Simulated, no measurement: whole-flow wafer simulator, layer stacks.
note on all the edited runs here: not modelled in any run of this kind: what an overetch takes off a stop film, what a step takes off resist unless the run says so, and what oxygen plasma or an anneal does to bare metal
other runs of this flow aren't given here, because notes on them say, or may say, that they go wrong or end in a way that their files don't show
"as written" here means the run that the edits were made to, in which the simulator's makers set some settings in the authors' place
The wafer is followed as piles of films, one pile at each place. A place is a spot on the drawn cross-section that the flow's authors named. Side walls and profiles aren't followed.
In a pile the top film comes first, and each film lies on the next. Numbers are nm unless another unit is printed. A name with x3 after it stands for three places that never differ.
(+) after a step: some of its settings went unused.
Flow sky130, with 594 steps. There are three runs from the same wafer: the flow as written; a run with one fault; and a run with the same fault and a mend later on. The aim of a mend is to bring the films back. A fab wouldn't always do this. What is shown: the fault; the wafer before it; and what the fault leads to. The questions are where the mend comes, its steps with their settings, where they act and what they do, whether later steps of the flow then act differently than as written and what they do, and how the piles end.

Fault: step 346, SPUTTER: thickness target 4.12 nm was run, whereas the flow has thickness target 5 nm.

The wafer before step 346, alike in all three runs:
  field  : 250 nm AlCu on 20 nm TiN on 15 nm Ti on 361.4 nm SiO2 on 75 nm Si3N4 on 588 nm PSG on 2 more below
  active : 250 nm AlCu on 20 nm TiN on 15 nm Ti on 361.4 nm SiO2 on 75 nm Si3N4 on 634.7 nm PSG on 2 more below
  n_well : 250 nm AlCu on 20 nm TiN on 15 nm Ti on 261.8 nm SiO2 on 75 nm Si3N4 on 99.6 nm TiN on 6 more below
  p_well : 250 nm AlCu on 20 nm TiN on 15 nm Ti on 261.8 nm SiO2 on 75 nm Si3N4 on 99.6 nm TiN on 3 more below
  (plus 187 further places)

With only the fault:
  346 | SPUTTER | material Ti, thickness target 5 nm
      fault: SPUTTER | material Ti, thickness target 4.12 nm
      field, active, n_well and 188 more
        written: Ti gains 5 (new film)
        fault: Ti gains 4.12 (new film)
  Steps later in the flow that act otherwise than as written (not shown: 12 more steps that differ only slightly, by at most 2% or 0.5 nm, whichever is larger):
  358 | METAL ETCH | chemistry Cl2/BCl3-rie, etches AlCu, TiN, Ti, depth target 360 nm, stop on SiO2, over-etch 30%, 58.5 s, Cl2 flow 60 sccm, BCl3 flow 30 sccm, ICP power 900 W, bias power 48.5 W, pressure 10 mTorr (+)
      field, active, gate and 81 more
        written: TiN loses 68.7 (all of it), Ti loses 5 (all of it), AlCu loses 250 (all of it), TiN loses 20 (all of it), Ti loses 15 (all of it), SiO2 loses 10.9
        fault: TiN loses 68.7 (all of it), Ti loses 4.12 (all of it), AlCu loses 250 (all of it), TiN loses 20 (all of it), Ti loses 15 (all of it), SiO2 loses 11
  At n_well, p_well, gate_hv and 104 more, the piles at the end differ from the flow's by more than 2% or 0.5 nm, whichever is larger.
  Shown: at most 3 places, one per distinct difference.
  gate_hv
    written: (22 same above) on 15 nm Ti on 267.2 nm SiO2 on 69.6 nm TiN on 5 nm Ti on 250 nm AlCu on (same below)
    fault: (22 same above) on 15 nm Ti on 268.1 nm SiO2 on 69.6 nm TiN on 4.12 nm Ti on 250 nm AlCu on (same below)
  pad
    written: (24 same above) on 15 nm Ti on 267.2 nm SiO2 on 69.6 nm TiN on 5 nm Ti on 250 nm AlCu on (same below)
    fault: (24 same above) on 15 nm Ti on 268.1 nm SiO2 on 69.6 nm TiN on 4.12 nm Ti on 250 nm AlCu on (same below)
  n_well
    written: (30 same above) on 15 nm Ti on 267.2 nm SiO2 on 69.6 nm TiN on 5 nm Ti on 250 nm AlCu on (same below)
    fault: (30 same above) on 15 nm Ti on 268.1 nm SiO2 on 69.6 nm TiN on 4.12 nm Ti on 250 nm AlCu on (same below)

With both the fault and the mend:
  After step 346 comes the mend.
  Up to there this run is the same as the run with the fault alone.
  346a | SPUTTER | material Ti, thickness target 0.88 nm (the flow's step 346 again, with other settings)
      field, active, n_well and 188 more
        Ti gains 0.88
  Every later step of the flow that is run acts as written at every place that is followed.
  At every place that both follow, the piles at the end match the flow's.
